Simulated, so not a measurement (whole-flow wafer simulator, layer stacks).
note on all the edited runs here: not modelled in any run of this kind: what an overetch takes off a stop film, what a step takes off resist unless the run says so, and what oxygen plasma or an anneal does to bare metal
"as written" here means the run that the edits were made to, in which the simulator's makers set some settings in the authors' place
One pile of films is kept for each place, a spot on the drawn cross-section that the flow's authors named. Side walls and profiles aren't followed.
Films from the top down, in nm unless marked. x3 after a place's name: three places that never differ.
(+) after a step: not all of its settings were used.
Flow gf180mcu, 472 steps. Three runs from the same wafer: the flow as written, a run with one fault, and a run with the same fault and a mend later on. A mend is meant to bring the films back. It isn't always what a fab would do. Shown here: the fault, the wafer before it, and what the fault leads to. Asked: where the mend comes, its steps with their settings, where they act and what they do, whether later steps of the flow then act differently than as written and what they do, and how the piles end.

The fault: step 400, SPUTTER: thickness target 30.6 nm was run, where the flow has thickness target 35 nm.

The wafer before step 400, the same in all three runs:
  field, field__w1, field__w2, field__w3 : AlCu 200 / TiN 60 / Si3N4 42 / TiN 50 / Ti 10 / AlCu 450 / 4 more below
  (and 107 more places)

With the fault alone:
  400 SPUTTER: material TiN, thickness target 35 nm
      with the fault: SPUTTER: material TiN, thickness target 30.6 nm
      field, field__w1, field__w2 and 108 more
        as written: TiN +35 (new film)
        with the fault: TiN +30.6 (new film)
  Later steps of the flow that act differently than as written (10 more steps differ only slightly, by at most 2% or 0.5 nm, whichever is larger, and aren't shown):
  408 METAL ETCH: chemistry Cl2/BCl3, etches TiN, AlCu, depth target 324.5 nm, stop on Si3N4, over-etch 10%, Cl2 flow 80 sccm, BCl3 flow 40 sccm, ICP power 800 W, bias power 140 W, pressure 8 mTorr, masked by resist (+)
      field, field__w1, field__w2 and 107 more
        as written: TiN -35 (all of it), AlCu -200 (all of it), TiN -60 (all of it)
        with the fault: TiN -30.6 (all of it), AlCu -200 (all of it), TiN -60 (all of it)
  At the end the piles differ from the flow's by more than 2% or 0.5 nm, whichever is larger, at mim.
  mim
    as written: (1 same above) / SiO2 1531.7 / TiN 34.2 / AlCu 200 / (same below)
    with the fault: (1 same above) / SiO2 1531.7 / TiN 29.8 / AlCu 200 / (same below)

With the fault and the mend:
  The mend comes after step 400.
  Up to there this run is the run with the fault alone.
  400a SPUTTER: material TiN, thickness target 4.4 nm (the flow's step 400 once more, with other settings)
      field, field__w1, field__w2 and 108 more
        TiN +4.4
  No later step of the flow acts differently than as written at any place that is followed.
  At the end the piles are the same as the flow's at every place that both follow.
